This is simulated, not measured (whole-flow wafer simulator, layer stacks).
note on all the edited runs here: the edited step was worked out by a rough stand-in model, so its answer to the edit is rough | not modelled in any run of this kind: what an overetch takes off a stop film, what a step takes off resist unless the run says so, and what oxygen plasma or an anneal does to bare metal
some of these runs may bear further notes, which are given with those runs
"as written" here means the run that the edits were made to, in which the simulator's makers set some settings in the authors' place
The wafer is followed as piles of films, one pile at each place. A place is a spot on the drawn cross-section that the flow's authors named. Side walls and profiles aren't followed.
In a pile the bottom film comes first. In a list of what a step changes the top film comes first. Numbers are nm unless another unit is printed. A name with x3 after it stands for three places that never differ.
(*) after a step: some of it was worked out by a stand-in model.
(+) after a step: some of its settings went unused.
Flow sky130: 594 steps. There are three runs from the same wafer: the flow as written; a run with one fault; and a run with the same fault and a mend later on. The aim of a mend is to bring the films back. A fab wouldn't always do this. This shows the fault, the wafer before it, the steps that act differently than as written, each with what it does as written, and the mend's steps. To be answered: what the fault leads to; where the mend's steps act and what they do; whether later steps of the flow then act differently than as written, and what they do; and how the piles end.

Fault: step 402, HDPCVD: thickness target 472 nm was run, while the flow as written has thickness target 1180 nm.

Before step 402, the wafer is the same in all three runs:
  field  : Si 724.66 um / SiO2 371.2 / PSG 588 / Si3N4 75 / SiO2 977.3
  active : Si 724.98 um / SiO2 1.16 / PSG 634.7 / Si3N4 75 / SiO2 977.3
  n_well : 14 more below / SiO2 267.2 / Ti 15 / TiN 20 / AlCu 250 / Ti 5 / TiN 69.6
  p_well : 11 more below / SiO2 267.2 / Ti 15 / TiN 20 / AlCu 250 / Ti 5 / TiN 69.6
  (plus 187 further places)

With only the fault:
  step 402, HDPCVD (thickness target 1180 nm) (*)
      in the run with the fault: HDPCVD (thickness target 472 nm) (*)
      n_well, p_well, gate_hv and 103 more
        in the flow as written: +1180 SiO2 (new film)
        in the run with the fault: +472 SiO2 (new film)
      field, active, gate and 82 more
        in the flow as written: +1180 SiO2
        in the run with the fault: +472 SiO2
  Steps later in the flow that act otherwise than as written (22 other steps are not shown; they differ only slightly, by no more than 2% or 0.5 nm, whichever is larger):
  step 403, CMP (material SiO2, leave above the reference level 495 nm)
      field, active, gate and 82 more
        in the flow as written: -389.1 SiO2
        in the run with the fault: nothing
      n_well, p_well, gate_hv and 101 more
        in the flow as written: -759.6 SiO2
        in the run with the fault: -51.6 SiO2
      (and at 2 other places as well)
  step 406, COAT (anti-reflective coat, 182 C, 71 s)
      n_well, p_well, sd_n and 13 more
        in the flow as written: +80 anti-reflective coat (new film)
        in the run with the fault: +3 anti-reflective coat (new film)
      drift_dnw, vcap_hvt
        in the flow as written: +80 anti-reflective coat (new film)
        in the run with the fault: +57.8 anti-reflective coat (new film)
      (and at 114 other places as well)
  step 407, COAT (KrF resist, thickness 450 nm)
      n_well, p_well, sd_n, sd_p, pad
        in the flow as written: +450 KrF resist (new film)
        in the run with the fault: +162.1 KrF resist (new film)
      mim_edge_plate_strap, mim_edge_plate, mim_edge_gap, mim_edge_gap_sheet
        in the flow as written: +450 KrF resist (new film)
        in the run with the fault: +402.8 KrF resist (new film)
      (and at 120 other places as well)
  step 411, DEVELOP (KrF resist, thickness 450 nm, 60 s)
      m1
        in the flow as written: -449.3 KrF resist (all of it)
        in the run with the fault: -329.3 KrF resist (all of it)
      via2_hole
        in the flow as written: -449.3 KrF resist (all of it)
        in the run with the fault: -217.2 KrF resist (all of it)
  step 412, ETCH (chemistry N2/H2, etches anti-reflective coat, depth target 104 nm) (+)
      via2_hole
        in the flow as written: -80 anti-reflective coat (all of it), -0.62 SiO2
        in the run with the fault: -31 anti-reflective coat (all of it)
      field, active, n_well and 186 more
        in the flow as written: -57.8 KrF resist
        in the run with the fault: -17.2 KrF resist
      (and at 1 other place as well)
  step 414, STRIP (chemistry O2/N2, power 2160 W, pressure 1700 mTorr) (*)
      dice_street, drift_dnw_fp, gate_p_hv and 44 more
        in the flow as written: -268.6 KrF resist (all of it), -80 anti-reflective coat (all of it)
        in the run with the fault: -309.2 KrF resist (all of it), -80 anti-reflective coat (all of it)
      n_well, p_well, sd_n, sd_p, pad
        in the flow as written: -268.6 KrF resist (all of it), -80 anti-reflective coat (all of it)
        in the run with the fault: -21.8 KrF resist (all of it), -3 anti-reflective coat (all of it)
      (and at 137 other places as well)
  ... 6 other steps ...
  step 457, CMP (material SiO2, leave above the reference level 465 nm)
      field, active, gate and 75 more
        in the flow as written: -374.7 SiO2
        in the run with the fault: -393.2 SiO2
  By the end, the piles at field, active, gate and 85 more depart from the flow's by more than 2% or 0.5 nm, whichever is larger.
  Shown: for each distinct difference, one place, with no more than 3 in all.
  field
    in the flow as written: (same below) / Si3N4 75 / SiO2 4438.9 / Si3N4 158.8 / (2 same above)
    in the run with the fault: (same below) / Si3N4 75 / SiO2 1449.3 / TiN 20 / W 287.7 / SiO2 2681.9 / Si3N4 158.8 / (2 same above)
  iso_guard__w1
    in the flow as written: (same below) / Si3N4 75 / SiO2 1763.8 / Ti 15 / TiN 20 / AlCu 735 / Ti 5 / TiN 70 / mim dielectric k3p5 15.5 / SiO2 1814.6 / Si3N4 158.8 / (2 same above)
    in the run with the fault: (same below) / Si3N4 75 / SiO2 1449.3 / TiN 20 / W 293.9 / Ti 15 / TiN 20 / AlCu 735 / Ti 5 / TiN 70 / mim dielectric k3p5 15.5 / SiO2 1815.2 / Si3N4 158.8 / (2 same above)
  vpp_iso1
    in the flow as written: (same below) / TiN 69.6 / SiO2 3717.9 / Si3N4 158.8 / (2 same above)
    in the run with the fault: (same below) / TiN 69.6 / SiO2 728.3 / TiN 20 / W 287.7 / SiO2 2681.9 / Si3N4 158.8 / (2 same above)

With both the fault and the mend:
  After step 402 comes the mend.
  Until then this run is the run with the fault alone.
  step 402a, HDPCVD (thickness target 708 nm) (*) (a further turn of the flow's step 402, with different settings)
      field, active, n_well and 188 more
        +708 SiO2
  None of the later steps of the flow differs from how it acts as written, at any place that is followed, by more than 2% or 0.5 nm, whichever is larger.
  At every place that both follow, the piles at the end match the flow's.
